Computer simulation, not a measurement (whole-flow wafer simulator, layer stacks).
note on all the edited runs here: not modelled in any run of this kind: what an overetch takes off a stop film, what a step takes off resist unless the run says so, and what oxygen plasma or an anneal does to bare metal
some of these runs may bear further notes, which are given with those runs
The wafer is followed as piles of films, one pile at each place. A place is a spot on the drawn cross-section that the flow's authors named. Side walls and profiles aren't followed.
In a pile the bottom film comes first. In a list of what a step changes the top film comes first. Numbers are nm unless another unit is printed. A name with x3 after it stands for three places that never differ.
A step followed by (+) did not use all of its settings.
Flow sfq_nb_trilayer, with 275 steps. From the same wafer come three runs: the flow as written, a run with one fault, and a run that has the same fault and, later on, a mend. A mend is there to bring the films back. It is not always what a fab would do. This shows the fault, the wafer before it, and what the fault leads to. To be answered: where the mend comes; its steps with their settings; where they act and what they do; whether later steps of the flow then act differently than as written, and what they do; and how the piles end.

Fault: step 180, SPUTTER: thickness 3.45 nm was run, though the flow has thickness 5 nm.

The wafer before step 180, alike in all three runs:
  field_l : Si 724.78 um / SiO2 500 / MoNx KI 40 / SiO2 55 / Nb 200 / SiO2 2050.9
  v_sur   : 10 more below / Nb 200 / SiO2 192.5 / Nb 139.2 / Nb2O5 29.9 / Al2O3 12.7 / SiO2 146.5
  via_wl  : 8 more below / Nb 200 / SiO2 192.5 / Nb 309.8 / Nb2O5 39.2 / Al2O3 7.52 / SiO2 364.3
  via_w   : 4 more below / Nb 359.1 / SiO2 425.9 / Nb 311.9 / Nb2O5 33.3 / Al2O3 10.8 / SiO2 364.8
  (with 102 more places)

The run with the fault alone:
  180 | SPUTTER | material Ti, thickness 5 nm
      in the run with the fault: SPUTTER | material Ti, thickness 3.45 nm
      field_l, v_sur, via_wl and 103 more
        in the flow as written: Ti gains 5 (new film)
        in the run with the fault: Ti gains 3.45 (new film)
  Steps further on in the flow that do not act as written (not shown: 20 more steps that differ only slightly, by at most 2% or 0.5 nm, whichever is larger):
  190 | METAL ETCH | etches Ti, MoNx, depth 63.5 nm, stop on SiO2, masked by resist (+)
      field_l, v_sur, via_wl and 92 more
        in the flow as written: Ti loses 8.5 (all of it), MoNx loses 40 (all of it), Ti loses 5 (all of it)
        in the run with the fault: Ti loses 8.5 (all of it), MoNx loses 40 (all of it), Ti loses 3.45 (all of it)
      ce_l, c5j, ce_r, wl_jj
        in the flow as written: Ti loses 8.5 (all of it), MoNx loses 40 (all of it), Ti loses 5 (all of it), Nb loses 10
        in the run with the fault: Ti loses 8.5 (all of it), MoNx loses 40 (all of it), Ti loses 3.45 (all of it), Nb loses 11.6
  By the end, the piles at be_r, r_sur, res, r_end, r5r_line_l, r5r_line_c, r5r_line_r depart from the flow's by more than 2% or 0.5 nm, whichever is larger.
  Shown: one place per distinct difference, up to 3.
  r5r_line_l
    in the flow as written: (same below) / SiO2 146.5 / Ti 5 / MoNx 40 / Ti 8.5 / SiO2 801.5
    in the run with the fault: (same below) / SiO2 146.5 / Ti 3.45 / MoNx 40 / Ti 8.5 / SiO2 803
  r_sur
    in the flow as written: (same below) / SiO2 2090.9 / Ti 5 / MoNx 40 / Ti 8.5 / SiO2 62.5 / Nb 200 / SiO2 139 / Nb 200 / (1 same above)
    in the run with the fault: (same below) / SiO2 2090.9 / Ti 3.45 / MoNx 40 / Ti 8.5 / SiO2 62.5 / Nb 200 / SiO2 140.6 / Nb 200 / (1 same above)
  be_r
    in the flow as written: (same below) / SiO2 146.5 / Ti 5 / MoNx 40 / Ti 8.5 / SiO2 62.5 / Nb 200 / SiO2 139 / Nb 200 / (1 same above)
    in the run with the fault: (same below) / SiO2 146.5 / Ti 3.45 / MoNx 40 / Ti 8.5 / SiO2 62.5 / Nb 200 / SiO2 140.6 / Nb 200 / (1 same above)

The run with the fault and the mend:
  The mend follows step 180.
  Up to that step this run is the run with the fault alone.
  180a | SPUTTER | material Ti, thickness 1.55 nm (the flow's step 180, run once more with other settings)
      field_l, v_sur, via_wl and 103 more
        Ti gains 1.55
  Later steps of the flow that are run all act as written at every place that is followed.
  The piles end the same as the flow's at every place that both follow.
